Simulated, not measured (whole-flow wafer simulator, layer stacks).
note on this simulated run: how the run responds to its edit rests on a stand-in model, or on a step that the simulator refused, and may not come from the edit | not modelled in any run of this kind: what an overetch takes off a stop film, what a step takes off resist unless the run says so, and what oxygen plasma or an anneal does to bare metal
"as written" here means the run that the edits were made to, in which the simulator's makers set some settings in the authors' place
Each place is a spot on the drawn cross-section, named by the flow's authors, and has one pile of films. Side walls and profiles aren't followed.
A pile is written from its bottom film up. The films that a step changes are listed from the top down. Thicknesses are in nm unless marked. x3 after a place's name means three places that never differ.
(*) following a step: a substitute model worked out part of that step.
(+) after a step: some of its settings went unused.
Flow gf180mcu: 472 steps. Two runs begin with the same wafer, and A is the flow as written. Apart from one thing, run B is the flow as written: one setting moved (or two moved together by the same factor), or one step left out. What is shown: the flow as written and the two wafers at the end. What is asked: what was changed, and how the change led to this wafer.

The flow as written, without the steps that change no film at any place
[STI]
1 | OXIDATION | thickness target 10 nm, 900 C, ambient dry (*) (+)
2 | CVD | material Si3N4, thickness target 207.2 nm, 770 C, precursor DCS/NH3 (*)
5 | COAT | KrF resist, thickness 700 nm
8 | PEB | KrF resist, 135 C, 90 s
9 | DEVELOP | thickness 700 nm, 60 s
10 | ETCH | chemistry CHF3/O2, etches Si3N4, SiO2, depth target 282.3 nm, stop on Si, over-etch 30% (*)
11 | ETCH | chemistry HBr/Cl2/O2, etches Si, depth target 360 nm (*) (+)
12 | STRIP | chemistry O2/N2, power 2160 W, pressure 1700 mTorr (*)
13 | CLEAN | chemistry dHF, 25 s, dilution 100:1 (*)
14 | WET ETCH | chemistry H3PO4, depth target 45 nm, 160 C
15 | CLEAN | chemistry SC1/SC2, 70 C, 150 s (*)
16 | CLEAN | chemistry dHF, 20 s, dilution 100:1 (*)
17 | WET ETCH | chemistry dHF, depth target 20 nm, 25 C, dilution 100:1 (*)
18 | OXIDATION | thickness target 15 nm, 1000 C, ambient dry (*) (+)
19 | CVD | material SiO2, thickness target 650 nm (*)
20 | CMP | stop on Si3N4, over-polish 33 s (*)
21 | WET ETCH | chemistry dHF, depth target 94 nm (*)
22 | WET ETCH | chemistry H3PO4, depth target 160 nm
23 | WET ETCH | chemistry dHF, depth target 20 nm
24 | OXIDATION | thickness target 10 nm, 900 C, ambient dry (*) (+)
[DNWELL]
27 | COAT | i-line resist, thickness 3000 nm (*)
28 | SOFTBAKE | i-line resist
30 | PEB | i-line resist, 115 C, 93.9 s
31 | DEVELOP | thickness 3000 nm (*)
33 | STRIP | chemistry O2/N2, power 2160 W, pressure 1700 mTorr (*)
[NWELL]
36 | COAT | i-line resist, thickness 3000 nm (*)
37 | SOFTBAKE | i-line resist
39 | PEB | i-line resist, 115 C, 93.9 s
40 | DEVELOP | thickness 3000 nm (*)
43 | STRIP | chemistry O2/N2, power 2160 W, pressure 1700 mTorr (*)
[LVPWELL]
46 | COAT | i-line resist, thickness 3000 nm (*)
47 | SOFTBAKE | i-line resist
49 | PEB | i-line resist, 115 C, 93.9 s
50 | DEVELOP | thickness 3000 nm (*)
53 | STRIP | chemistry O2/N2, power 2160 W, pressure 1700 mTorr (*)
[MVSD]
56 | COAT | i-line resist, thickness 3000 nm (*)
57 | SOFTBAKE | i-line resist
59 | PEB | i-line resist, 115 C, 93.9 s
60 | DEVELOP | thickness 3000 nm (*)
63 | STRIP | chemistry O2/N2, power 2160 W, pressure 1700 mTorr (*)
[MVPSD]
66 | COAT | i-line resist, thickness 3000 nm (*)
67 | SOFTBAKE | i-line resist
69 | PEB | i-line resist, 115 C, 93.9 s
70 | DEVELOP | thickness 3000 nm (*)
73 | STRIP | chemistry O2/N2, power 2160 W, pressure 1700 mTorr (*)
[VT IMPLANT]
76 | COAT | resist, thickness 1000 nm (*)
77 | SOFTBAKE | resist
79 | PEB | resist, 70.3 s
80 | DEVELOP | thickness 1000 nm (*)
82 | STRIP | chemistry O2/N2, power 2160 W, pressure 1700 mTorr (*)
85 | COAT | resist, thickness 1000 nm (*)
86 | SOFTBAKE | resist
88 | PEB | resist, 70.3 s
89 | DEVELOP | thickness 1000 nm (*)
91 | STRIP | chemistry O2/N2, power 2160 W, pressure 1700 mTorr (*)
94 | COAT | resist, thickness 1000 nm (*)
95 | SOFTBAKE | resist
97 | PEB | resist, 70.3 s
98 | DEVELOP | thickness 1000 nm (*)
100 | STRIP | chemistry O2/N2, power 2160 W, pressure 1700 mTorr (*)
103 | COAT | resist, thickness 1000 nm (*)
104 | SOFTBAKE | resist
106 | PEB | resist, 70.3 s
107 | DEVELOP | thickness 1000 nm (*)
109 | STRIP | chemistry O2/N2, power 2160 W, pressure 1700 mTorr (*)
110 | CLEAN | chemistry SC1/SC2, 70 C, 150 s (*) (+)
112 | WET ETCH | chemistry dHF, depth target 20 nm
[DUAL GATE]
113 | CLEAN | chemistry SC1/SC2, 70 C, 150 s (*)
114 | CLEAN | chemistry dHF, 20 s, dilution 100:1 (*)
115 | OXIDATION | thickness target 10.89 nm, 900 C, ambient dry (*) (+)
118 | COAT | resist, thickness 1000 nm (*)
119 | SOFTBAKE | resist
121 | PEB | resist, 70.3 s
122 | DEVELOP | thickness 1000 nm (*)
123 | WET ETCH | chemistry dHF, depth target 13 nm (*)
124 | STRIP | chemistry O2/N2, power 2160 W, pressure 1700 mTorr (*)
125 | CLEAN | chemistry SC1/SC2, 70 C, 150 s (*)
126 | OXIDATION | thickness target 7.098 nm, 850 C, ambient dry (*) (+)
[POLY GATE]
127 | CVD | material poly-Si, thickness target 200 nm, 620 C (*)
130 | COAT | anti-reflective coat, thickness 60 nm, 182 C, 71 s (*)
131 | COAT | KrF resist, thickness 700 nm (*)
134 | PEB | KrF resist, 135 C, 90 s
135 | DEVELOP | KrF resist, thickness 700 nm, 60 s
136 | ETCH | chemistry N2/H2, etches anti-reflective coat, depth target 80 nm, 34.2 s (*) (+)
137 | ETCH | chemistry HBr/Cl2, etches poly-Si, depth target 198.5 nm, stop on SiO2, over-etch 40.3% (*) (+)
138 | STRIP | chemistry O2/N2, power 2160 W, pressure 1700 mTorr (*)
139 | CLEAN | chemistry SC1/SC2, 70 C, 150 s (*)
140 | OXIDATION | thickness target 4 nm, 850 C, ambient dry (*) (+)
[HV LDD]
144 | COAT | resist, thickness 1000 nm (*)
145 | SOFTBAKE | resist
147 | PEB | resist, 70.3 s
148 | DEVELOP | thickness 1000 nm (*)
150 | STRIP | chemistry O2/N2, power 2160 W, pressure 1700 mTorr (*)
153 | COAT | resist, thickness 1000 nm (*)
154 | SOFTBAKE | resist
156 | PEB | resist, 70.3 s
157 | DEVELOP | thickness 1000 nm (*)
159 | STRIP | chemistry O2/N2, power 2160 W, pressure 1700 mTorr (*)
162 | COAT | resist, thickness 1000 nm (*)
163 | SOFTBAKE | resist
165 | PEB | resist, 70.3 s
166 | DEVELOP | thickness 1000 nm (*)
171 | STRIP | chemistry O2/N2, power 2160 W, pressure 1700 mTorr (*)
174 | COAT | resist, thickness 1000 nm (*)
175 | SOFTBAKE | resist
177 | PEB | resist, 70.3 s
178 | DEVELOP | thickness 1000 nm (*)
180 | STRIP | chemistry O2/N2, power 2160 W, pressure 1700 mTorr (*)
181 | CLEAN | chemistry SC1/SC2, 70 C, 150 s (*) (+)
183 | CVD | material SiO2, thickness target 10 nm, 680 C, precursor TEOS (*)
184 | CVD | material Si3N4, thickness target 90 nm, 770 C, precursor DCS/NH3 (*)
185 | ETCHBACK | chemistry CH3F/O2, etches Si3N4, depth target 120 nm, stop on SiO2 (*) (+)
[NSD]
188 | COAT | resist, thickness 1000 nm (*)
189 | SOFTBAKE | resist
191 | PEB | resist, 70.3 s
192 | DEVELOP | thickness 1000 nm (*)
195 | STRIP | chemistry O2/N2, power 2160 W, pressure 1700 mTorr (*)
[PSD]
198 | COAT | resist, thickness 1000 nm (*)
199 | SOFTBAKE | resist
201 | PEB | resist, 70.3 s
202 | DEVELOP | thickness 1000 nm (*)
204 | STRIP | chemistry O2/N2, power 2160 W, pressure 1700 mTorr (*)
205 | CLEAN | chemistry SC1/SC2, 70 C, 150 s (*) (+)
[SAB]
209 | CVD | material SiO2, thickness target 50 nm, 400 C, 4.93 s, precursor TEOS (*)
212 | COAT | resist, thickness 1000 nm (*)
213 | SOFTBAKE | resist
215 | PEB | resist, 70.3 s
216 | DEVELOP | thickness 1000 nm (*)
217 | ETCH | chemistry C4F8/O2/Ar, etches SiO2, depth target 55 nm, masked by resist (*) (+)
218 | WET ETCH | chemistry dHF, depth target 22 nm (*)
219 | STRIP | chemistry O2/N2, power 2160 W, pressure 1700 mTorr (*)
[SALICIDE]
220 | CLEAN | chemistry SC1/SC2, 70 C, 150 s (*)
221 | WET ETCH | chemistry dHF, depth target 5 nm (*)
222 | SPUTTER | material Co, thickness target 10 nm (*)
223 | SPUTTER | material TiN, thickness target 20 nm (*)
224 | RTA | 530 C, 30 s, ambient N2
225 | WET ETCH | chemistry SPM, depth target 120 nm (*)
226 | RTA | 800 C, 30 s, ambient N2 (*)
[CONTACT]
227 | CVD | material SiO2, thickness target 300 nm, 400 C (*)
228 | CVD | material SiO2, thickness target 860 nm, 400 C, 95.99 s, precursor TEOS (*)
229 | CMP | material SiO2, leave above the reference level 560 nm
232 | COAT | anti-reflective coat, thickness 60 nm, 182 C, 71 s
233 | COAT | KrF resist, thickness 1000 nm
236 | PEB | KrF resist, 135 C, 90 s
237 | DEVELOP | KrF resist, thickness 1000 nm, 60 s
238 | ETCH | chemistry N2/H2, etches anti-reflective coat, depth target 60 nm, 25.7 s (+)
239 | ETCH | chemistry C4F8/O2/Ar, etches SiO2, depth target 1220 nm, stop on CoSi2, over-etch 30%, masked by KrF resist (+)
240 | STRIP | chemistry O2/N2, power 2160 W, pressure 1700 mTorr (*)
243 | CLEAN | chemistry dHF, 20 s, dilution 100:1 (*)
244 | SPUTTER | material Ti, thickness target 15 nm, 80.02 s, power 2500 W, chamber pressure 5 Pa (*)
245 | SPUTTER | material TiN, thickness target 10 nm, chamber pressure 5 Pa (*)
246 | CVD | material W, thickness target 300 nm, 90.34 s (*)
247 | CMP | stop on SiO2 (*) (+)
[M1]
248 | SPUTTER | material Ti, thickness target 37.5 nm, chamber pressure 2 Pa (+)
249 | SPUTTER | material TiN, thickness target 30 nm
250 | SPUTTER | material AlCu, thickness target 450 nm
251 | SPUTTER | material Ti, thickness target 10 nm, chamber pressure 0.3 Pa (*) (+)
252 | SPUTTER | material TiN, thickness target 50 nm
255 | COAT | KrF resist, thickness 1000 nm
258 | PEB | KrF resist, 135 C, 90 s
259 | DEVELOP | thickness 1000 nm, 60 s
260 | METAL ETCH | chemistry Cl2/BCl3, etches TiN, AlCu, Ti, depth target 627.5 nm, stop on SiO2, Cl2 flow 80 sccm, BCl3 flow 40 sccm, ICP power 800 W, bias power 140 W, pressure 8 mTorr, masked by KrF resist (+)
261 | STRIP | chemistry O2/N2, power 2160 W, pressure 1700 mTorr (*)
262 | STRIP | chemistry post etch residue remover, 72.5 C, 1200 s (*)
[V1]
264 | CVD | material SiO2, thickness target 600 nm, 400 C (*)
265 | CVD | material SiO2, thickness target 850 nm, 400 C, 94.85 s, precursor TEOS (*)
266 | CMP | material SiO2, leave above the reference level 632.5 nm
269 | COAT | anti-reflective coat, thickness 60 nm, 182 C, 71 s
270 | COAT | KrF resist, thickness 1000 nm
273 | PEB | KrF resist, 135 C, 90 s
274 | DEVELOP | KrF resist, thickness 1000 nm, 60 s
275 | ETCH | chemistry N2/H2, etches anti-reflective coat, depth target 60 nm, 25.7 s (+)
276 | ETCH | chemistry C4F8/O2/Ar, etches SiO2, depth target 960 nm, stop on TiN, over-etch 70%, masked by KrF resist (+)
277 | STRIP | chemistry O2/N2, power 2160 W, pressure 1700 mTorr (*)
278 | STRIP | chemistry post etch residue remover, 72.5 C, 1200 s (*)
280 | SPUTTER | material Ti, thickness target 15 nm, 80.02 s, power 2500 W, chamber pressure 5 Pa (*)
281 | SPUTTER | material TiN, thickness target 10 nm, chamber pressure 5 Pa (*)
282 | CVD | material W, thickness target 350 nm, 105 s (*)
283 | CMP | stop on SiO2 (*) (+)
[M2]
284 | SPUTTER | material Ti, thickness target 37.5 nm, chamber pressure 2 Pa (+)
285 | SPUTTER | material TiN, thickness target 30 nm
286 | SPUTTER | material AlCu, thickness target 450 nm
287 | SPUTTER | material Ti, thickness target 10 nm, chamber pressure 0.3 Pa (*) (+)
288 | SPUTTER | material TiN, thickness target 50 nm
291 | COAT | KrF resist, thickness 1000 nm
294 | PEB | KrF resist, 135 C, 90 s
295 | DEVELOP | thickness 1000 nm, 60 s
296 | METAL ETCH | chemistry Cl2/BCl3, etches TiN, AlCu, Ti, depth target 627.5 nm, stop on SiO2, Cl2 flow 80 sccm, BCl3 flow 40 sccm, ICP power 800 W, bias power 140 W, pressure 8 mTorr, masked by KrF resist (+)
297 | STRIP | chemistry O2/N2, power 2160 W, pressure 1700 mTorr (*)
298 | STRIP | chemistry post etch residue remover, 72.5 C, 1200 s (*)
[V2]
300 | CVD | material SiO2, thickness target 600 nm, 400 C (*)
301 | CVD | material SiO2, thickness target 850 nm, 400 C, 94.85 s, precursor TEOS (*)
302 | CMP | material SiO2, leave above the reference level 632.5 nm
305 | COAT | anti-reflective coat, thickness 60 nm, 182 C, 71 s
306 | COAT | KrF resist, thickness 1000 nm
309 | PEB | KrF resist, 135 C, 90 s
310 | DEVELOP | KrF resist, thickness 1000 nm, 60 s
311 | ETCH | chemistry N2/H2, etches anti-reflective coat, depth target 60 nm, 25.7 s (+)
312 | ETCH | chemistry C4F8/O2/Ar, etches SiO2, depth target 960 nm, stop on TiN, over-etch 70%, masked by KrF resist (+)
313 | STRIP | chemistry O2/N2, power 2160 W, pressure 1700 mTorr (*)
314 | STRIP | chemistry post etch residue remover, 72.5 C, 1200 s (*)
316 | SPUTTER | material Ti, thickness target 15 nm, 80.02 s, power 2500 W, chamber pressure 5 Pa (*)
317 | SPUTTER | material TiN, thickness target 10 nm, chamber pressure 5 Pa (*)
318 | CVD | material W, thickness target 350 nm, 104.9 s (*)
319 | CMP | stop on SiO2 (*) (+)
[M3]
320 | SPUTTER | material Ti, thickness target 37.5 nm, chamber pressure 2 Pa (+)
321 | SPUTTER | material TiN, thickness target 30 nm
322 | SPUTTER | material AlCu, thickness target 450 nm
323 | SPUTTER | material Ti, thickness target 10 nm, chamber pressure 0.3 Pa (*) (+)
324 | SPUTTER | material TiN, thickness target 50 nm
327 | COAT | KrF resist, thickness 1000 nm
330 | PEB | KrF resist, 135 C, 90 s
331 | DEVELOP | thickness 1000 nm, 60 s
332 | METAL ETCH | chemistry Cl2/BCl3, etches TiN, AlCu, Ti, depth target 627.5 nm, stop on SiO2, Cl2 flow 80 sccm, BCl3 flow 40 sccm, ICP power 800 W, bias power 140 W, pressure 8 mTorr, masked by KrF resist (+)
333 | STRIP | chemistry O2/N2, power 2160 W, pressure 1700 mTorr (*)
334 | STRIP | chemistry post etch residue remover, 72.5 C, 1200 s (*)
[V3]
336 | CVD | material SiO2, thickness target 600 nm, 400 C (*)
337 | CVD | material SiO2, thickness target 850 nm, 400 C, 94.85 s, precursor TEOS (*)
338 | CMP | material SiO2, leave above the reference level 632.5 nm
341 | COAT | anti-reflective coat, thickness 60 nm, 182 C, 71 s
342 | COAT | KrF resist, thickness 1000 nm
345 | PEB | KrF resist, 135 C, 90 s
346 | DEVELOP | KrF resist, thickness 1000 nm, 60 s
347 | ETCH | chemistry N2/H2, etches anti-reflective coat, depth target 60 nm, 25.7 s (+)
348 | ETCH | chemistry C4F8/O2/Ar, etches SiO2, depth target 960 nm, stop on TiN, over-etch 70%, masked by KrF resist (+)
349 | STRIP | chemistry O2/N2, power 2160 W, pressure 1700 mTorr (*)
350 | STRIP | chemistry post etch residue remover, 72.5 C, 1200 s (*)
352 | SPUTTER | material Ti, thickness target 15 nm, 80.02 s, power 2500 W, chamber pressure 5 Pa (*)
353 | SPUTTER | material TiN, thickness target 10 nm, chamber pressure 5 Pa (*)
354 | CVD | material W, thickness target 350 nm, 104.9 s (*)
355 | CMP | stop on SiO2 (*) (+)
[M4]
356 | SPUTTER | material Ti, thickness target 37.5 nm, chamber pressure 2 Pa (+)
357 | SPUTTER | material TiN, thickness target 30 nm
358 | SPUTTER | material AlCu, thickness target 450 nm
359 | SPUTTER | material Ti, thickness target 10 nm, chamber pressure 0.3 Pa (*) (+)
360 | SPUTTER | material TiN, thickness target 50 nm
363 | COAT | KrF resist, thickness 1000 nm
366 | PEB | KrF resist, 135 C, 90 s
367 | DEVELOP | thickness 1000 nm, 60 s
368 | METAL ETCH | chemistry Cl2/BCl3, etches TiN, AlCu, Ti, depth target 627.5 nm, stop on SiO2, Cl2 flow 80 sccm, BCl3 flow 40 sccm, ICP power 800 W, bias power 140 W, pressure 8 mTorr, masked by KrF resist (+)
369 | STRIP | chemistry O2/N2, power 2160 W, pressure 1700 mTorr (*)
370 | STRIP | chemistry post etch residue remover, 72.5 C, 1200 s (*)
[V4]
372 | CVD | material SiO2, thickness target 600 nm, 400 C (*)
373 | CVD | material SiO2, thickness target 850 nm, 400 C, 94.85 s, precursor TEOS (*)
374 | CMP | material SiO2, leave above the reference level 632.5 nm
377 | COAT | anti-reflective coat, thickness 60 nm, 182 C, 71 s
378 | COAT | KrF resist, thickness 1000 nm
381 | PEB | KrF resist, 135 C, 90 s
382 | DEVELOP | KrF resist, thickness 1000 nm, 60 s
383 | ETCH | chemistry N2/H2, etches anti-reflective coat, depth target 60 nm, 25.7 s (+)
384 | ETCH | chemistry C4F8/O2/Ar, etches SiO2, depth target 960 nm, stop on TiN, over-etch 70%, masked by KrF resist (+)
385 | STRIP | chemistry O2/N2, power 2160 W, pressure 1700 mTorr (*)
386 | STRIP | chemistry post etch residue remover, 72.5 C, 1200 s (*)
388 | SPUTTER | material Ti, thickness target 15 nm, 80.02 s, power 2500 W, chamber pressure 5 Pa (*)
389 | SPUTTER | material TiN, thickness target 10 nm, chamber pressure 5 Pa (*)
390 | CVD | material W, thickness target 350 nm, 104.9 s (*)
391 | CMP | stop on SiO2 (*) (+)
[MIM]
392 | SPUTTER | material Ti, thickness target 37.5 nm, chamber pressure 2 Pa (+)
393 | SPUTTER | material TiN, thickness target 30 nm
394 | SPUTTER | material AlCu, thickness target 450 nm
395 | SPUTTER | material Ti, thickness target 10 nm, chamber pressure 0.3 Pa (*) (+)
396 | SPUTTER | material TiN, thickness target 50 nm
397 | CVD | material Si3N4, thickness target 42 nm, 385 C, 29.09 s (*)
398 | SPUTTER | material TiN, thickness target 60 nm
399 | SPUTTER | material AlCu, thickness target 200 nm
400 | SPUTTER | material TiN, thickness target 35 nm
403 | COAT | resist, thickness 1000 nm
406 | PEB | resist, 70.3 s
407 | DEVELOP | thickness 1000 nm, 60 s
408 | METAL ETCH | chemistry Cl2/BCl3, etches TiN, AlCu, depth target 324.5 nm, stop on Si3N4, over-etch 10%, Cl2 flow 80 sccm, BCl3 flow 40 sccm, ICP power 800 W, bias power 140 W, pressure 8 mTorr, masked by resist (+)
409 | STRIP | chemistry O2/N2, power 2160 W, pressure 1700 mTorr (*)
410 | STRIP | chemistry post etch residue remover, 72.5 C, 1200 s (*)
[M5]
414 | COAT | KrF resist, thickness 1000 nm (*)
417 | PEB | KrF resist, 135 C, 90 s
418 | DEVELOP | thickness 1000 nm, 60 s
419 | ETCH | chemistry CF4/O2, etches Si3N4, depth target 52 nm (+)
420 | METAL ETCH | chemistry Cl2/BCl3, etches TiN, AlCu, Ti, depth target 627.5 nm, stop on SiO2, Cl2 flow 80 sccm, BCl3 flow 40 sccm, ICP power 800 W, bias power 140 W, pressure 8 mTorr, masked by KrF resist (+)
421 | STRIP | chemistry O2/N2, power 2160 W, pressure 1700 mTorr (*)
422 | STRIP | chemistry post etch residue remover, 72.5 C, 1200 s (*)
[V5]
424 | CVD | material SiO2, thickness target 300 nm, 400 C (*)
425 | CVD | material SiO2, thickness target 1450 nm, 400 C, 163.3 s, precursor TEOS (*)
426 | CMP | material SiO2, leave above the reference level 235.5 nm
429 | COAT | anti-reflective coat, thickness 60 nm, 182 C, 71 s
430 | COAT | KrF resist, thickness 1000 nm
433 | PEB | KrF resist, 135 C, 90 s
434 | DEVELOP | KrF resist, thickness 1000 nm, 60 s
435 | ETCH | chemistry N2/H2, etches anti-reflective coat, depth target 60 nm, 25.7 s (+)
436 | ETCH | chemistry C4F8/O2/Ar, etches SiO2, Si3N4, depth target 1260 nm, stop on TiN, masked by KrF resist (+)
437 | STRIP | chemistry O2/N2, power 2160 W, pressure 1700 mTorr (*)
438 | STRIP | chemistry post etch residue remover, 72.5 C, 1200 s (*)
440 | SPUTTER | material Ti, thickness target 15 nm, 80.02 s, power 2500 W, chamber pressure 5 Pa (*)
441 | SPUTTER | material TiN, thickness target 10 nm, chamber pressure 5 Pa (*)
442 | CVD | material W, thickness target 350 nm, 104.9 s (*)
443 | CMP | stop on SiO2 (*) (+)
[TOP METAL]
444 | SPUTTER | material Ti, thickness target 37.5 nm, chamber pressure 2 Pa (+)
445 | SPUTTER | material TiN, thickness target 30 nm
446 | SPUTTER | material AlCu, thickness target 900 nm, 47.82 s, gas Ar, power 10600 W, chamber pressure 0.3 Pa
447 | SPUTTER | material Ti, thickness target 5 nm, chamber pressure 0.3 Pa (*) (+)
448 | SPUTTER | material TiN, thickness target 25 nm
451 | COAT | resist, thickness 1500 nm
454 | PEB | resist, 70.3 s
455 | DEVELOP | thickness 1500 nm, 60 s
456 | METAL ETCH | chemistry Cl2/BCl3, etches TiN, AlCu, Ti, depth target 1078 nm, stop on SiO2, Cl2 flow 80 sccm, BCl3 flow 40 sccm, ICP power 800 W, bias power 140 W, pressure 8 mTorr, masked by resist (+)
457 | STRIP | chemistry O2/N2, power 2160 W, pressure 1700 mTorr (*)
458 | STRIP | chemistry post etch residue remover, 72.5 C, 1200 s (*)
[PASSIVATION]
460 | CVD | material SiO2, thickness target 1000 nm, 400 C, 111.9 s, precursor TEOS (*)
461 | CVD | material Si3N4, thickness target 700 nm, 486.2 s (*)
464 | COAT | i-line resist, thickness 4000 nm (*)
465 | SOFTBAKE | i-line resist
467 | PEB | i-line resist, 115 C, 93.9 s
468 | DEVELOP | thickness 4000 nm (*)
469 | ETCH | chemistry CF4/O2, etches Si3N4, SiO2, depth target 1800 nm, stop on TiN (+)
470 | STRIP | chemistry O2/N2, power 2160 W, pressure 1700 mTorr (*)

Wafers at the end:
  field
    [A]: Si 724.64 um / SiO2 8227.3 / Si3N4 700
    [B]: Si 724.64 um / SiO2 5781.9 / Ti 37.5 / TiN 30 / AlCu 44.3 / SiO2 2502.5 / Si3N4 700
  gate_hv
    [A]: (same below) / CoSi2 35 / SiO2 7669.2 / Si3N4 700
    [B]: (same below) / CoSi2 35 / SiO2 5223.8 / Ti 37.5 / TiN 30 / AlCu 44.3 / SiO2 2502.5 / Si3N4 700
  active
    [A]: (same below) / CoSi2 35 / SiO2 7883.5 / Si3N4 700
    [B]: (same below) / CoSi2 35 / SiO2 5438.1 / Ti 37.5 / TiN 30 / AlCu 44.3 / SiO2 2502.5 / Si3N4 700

The reason: step 394, SPUTTER: thickness target 619 nm was run, whereas the flow has thickness target 450 nm.

The path from the change to this, step by step:
  394 | SPUTTER | material AlCu, thickness target 450 nm
      field, field__w1, field__w2 and 108 more: A AlCu gains 450 (new film) | B AlCu gains 619 (new film)
  420 | METAL ETCH | chemistry Cl2/BCl3, etches TiN, AlCu, Ti, depth target 627.5 nm, stop on SiO2, Cl2 flow 80 sccm, BCl3 flow 40 sccm, ICP power 800 W, bias power 140 W, pressure 8 mTorr, masked by KrF resist (+)
      field, field__w1, field__w2 and 101 more: A TiN loses 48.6 (all of it), Ti loses 10 (all of it), AlCu loses 450 (all of it), TiN loses 30 (all of it), Ti loses 37.5 (all of it) | B TiN loses 48.6 (all of it), Ti loses 10 (all of it), AlCu loses 568.9
  422 | STRIP | chemistry post etch residue remover, 72.5 C, 1200 s (*)
      field, field__w1, field__w2 and 101 more: A nothing | B AlCu loses 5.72
  424 | CVD | material SiO2, thickness target 300 nm, 400 C (*)
      field, field__w1, field__w2 and 101 more: A SiO2 gains 300 | B SiO2 gains 300 (new film)
  426 | CMP | material SiO2, leave above the reference level 235.5 nm
      field, field__w1, field__w5 and 92 more: A SiO2 loses 300.8 | B SiO2 loses 243.7
      field__w2, field__w3, field__w12 and 6 more: A SiO2 loses 272.7 | B SiO2 loses 212.9
With metal films that touch counted as one body, field has 1 body; the flow as written gives 0 bodies.
With metal films that touch counted as one body, gate_hv has 2 bodies (between them, from the top down: SiO2 5223.8); the flow as written gives 1 body.
With metal films that touch counted as one body, active has 2 bodies (between them, from the top down: SiO2 5438.1); the flow as written gives 1 body.
